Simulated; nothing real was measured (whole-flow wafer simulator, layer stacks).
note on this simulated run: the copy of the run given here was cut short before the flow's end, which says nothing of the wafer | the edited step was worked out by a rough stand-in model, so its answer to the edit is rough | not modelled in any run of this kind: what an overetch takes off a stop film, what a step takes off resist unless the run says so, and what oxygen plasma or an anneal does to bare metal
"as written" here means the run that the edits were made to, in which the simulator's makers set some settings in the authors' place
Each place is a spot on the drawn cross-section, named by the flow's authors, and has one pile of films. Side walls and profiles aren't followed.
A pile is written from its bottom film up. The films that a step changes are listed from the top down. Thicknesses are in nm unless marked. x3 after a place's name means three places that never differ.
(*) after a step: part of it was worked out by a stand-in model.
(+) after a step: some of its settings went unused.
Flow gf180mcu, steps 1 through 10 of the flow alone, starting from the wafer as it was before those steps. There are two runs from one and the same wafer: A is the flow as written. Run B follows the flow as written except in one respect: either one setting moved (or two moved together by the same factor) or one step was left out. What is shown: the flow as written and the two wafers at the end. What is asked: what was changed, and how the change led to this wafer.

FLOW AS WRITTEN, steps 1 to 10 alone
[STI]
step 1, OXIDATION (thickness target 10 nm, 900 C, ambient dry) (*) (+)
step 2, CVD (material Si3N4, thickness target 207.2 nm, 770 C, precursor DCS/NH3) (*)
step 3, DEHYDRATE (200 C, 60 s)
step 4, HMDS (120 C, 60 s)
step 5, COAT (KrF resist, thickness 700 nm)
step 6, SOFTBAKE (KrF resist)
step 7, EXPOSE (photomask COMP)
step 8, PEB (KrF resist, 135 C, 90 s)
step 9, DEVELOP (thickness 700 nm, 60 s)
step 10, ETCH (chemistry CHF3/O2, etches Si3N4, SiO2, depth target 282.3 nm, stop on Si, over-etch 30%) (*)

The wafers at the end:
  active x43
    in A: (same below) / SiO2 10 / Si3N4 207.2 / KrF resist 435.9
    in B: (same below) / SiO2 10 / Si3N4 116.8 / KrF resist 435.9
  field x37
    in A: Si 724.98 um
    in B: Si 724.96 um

What caused this: step 2, CVD: 736 C was run, while the flow as written has 770 C.

The path from the change to this, step by step:
  step 2, CVD (material Si3N4, thickness target 207.2 nm, 770 C, precursor DCS/NH3) (*)
      field x37, active x43: A +207.2 Si3N4 (new film) | B +116.8 Si3N4 (new film)
  step 10, ETCH (chemistry CHF3/O2, etches Si3N4, SiO2, depth target 282.3 nm, stop on Si, over-etch 30%) (*)
      field x37: A -207.2 Si3N4 (all of it), -10 SiO2 (all of it), -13 Si | B -116.8 Si3N4 (all of it), -10 SiO2 (all of it), -31.1 Si
